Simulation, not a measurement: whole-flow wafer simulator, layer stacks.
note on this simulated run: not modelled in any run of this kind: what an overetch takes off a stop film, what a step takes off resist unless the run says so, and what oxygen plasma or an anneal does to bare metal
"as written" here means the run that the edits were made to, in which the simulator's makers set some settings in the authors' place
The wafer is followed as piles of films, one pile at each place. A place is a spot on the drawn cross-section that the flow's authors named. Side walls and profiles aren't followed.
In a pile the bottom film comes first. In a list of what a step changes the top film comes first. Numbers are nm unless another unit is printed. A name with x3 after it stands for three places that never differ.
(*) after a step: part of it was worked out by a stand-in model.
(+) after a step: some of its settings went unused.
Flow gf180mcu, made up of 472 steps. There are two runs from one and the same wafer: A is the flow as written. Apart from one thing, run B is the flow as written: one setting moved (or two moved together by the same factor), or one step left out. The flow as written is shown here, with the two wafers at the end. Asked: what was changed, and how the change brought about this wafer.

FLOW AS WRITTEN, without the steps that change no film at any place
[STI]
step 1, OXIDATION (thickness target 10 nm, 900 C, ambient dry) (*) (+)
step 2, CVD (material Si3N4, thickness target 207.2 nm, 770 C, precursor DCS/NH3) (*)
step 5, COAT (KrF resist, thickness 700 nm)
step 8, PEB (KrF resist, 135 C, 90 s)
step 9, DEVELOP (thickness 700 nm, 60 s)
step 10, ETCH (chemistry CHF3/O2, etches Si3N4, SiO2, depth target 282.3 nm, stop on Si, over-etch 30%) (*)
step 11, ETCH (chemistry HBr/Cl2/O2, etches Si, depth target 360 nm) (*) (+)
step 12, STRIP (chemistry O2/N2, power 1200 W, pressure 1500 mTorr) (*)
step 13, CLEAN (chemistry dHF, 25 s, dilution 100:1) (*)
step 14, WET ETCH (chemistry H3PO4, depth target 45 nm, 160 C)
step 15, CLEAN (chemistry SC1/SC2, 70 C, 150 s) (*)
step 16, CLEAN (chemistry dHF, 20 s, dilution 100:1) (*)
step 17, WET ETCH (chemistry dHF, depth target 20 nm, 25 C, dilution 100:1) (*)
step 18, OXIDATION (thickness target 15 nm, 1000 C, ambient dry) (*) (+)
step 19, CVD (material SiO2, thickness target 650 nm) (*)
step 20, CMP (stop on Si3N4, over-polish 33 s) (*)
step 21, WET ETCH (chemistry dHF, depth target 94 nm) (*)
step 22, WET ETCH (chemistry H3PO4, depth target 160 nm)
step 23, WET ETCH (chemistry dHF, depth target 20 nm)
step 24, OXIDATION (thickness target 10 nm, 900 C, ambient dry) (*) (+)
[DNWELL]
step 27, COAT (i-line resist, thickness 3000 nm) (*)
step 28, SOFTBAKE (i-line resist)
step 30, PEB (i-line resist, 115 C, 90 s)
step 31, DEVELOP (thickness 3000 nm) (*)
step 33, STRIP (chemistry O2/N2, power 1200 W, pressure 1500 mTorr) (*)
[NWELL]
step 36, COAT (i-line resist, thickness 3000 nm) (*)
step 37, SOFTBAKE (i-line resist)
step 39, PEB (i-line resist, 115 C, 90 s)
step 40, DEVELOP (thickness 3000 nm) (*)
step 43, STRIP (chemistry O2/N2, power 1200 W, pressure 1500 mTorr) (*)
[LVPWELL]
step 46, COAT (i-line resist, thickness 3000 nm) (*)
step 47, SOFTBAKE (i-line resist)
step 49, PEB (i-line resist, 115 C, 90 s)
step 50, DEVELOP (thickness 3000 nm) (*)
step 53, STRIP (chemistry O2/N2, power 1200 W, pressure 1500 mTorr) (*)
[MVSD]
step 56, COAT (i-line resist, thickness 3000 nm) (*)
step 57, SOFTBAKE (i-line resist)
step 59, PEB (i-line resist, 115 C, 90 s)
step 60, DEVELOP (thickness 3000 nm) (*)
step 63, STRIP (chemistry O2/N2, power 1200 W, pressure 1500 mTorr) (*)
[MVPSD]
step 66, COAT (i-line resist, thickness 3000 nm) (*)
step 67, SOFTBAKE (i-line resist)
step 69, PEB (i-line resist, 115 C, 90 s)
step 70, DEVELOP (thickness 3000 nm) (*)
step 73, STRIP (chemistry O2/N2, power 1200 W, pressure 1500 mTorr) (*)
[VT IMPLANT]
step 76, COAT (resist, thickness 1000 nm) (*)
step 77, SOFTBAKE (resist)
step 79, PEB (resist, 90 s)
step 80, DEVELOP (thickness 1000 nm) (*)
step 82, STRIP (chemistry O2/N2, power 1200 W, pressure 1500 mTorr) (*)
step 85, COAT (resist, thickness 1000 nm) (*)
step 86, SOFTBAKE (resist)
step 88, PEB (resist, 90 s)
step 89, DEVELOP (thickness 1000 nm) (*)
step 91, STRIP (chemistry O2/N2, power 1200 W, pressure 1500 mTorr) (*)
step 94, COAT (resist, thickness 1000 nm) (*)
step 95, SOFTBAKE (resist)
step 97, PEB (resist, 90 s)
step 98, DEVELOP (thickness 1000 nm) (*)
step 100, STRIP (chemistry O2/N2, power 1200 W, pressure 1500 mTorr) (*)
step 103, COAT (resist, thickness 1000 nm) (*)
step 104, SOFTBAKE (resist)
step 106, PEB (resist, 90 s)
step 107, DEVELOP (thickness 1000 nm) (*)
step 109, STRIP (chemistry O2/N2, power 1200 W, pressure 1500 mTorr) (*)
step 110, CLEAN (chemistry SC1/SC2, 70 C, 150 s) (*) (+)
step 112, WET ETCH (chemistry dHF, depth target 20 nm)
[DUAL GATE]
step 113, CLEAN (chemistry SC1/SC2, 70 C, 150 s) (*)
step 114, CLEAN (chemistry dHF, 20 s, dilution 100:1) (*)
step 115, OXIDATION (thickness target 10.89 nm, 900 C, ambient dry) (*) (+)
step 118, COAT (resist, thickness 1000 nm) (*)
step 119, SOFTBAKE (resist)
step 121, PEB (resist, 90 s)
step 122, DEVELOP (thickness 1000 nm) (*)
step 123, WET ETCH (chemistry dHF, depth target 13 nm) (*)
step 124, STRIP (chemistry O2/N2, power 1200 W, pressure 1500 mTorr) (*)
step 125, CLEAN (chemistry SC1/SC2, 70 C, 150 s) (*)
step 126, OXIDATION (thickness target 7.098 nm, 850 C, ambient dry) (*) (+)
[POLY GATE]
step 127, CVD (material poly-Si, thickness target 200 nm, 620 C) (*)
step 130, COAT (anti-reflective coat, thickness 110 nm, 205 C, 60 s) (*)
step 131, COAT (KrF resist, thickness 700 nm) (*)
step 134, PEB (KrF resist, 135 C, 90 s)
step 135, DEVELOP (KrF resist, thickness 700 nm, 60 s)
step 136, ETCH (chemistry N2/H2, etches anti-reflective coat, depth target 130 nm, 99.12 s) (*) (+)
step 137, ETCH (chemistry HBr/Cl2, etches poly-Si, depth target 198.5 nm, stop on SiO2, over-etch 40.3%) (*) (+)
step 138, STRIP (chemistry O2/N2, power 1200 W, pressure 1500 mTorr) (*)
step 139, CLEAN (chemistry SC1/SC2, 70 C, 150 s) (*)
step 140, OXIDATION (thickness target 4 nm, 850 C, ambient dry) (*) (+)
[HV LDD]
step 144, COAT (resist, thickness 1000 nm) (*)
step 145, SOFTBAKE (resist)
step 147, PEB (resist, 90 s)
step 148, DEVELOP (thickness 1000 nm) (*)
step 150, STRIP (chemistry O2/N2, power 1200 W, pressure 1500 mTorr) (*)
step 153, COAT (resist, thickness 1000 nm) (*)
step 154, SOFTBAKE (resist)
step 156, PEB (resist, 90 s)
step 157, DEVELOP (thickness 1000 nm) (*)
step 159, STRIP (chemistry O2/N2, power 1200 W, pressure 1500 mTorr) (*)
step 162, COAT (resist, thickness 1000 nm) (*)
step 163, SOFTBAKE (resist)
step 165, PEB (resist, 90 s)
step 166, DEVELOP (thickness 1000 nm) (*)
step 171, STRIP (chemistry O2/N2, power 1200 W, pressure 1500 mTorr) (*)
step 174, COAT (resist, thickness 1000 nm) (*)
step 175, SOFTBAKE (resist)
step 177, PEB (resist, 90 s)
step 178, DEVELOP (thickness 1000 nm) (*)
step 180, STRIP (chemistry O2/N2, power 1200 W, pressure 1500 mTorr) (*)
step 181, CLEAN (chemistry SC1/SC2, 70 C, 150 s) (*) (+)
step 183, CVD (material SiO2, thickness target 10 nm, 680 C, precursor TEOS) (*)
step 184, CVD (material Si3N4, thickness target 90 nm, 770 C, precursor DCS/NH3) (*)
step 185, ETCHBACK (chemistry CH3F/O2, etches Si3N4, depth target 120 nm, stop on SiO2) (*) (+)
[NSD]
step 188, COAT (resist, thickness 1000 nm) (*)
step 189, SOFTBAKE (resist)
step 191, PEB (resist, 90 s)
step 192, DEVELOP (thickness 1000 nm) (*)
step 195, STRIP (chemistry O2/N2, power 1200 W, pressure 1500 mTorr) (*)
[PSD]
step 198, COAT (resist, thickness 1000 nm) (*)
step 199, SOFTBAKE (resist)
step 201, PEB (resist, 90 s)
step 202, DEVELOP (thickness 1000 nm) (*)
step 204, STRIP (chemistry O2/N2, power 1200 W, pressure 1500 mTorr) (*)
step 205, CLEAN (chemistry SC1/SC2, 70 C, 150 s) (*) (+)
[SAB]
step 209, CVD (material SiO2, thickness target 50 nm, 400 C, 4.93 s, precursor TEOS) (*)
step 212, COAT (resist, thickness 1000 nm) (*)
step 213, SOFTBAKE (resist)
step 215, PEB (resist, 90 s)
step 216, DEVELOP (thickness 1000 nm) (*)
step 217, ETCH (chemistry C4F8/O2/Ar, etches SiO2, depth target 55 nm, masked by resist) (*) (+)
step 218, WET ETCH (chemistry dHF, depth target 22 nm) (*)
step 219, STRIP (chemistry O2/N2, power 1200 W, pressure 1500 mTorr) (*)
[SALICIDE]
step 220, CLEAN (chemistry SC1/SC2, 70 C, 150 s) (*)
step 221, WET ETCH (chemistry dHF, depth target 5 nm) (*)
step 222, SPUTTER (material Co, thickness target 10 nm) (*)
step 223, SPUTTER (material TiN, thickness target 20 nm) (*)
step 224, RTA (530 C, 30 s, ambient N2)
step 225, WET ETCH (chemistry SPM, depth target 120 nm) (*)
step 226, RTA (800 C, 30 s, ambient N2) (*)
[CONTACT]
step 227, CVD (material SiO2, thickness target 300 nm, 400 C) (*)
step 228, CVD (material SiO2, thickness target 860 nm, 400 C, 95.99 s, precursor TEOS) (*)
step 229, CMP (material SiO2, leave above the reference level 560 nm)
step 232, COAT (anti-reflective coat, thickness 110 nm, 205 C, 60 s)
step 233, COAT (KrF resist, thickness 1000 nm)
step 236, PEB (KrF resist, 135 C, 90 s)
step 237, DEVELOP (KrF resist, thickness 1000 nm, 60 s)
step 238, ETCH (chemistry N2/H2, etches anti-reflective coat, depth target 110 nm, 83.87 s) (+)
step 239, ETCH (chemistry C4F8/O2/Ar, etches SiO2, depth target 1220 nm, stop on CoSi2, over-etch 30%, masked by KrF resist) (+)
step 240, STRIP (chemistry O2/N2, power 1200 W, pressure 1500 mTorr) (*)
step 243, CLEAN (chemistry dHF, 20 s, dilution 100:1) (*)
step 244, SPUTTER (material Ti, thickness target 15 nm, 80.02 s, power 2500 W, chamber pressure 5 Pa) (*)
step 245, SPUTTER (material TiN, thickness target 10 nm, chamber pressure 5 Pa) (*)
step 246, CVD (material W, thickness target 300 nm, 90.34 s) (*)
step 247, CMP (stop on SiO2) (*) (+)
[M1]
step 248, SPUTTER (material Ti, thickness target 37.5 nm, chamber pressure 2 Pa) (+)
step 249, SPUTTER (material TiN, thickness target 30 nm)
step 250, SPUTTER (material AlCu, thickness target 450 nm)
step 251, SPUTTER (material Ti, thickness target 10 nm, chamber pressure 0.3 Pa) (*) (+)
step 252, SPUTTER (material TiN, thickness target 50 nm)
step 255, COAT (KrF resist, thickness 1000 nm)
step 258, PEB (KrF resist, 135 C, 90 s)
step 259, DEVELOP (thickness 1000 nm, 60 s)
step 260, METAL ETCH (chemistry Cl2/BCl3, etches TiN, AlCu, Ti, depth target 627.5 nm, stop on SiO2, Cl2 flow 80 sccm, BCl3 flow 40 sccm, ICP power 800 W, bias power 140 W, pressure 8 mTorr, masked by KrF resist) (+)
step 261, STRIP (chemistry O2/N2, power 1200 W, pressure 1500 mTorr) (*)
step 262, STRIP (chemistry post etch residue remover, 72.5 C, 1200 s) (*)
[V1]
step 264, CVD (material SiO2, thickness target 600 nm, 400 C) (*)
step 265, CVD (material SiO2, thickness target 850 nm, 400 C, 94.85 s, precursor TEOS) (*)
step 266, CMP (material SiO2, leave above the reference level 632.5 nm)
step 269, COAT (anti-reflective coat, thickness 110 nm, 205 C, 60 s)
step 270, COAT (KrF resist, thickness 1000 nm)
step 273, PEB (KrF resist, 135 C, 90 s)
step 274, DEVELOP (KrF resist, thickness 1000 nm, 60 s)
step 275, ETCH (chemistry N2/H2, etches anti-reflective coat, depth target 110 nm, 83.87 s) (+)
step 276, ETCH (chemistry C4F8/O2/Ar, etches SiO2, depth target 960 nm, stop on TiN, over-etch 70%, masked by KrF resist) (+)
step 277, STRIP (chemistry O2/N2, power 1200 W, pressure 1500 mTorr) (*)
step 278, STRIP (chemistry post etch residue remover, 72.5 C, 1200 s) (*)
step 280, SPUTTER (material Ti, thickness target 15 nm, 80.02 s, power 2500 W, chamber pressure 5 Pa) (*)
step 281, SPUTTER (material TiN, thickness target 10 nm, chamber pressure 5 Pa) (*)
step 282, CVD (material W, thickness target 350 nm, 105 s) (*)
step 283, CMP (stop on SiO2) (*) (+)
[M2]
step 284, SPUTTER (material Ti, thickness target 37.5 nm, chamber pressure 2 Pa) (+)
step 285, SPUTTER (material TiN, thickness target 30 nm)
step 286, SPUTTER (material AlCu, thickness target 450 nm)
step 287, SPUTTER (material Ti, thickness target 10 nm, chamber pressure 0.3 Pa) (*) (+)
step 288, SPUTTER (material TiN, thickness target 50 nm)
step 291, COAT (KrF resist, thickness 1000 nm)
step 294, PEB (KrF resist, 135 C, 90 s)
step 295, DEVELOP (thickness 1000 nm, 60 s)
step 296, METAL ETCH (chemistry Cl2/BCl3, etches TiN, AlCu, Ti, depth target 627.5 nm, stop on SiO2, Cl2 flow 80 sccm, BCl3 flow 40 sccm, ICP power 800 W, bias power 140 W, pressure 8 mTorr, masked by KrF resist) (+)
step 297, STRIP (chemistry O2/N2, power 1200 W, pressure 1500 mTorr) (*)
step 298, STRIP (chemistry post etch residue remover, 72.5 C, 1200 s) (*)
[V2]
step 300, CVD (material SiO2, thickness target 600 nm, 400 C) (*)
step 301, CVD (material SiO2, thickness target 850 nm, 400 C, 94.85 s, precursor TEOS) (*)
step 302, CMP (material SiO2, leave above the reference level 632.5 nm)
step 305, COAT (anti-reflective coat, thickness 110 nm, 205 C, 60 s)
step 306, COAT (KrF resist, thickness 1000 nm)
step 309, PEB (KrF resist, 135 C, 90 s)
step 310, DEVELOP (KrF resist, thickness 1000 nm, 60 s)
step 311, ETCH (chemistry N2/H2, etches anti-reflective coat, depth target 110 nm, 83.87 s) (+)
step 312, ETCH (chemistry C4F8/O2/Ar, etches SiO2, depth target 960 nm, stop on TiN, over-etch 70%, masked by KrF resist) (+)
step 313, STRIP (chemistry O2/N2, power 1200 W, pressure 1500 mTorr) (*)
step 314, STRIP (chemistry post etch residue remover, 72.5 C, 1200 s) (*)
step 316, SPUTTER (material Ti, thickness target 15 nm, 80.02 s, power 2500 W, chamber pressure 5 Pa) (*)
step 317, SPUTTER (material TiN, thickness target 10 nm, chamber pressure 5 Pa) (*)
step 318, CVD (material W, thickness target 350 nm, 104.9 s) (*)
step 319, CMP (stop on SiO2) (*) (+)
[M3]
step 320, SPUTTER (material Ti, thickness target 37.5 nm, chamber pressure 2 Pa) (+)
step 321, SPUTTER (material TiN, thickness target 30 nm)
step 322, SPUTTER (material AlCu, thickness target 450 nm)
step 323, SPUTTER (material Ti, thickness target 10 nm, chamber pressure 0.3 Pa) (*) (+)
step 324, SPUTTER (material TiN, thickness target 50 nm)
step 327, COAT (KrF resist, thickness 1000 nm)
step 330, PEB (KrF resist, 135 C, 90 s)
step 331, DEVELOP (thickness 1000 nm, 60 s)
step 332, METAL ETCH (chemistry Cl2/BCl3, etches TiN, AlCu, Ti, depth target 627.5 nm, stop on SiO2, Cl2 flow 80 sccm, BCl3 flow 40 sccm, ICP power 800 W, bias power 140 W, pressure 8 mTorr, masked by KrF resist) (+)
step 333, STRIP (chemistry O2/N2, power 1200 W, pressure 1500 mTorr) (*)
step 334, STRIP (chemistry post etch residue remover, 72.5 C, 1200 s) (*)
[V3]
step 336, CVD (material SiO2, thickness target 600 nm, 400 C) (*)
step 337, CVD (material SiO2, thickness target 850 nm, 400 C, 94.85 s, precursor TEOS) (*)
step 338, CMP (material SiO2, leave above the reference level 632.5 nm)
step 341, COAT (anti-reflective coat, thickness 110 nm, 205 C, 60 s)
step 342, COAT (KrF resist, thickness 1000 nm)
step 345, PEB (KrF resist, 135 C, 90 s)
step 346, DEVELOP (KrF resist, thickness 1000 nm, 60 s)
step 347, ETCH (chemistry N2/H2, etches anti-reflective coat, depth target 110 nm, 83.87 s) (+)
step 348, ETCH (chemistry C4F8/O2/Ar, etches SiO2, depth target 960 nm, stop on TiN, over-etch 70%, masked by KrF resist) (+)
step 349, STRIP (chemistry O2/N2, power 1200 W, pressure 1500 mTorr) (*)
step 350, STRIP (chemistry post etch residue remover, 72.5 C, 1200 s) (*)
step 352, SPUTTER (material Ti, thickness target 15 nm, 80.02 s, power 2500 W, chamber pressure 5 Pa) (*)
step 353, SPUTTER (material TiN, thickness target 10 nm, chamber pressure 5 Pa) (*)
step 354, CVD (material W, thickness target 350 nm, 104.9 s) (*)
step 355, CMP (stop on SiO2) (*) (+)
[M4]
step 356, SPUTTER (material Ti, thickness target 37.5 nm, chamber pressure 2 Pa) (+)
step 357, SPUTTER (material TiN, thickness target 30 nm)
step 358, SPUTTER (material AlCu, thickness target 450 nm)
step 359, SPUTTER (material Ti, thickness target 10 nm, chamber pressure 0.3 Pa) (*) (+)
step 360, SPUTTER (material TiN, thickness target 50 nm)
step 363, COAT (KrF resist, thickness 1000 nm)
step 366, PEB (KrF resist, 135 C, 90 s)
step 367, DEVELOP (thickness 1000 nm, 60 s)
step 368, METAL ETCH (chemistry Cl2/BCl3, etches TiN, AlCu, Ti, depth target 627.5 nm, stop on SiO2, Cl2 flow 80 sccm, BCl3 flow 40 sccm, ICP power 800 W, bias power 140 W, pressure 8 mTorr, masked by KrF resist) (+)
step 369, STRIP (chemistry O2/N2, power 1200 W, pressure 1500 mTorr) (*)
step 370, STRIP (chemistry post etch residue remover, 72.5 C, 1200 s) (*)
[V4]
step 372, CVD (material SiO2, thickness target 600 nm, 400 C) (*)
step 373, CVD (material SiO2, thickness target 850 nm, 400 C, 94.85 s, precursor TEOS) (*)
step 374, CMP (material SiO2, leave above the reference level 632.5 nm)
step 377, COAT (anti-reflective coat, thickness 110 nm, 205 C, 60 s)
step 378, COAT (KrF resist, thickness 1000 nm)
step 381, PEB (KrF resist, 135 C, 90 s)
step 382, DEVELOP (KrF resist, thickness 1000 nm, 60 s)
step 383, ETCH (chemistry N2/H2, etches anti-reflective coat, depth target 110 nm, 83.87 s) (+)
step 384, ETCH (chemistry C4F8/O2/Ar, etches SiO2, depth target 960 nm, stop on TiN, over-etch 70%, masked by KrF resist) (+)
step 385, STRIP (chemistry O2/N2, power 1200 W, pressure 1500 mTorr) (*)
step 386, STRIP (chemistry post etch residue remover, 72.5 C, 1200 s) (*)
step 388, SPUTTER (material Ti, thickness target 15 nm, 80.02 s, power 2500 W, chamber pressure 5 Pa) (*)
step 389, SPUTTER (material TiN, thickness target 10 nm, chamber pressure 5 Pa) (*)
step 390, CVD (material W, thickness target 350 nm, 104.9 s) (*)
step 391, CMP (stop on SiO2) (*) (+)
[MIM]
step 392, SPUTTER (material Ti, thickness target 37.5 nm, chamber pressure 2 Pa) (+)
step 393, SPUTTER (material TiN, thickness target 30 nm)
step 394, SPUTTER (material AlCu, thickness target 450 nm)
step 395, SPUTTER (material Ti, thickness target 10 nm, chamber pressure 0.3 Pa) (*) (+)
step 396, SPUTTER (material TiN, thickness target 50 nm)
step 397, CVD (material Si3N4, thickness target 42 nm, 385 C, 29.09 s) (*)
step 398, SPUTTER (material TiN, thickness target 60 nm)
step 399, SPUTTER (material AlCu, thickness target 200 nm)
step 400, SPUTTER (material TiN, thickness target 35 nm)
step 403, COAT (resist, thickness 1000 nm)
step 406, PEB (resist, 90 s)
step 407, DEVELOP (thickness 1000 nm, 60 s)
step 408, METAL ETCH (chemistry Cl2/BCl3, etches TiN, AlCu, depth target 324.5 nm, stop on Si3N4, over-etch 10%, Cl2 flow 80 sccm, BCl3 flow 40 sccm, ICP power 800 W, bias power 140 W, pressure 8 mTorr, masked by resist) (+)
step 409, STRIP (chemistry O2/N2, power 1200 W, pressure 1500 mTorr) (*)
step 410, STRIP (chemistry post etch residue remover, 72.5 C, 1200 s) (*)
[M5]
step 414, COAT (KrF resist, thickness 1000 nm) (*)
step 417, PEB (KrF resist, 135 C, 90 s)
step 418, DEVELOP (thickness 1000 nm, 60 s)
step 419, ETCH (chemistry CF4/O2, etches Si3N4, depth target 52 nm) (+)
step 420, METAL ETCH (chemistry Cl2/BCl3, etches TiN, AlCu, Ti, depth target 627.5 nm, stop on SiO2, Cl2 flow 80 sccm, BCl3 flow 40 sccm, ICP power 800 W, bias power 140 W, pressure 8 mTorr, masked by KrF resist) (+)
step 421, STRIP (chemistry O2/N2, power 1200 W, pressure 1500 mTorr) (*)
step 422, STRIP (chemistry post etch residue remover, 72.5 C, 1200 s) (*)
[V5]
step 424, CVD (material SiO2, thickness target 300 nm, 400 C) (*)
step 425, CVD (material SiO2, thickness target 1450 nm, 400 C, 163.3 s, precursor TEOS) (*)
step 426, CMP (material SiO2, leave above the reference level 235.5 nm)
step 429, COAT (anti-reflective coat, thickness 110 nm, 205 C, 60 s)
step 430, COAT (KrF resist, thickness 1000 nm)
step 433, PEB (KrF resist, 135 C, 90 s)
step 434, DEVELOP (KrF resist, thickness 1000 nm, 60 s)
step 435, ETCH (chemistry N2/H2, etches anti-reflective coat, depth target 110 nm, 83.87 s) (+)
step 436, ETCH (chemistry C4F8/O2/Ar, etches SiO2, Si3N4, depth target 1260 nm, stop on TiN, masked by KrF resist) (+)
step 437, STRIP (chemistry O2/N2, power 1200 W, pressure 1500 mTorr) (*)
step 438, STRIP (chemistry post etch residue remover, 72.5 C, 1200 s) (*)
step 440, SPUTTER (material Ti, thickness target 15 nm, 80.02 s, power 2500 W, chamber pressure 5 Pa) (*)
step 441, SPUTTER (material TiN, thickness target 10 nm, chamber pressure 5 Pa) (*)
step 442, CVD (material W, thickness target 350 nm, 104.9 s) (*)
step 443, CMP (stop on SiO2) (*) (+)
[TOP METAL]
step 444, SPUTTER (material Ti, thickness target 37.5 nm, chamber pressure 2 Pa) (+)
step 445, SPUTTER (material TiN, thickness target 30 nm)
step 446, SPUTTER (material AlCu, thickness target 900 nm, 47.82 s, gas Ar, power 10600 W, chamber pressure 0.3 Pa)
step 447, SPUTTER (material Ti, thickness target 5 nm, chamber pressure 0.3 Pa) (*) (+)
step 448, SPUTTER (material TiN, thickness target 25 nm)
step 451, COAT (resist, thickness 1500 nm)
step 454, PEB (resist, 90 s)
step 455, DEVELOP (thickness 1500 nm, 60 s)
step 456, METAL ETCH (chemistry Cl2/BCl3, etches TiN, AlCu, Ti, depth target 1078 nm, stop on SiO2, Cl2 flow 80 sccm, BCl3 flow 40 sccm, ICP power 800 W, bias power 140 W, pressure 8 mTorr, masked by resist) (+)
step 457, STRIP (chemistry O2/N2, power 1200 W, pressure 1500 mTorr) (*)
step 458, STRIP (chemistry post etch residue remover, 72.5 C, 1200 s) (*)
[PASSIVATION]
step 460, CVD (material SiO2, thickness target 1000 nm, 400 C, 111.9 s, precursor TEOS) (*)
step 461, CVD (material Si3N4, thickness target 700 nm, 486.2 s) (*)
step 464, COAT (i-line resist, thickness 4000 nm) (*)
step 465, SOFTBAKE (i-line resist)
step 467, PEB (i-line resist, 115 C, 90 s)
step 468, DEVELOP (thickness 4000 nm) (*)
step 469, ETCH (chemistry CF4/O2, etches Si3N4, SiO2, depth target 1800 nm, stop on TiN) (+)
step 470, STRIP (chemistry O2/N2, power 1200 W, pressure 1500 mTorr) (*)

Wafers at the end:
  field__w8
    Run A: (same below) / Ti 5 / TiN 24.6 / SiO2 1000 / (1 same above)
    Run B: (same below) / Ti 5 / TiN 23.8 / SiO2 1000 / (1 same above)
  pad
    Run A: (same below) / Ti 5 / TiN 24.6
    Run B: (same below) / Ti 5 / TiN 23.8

Cause: step 448, SPUTTER: thickness target 24.2 nm was run, though the flow has thickness target 25 nm.

Step by step, how the change led to this:
  step 448, SPUTTER (material TiN, thickness target 25 nm)
      field, field__w1, field__w2 and 109 more: A TiN gains 25 (new film) | B TiN gains 24.2 (new film)
  step 456, METAL ETCH (chemistry Cl2/BCl3, etches TiN, AlCu, Ti, depth target 1078 nm, stop on SiO2, Cl2 flow 80 sccm, BCl3 flow 40 sccm, ICP power 800 W, bias power 140 W, pressure 8 mTorr, masked by resist) (+)
      field, field__w1, field__w2 and 103 more: A TiN loses 25 (all of it), Ti loses 5 (all of it), AlCu loses 900 (all of it), TiN loses 30 (all of it), Ti loses 37.5 (all of it) | B TiN loses 24.2 (all of it), Ti loses 5 (all of it), AlCu loses 900 (all of it), TiN loses 30 (all of it), Ti loses 37.5 (all of it)
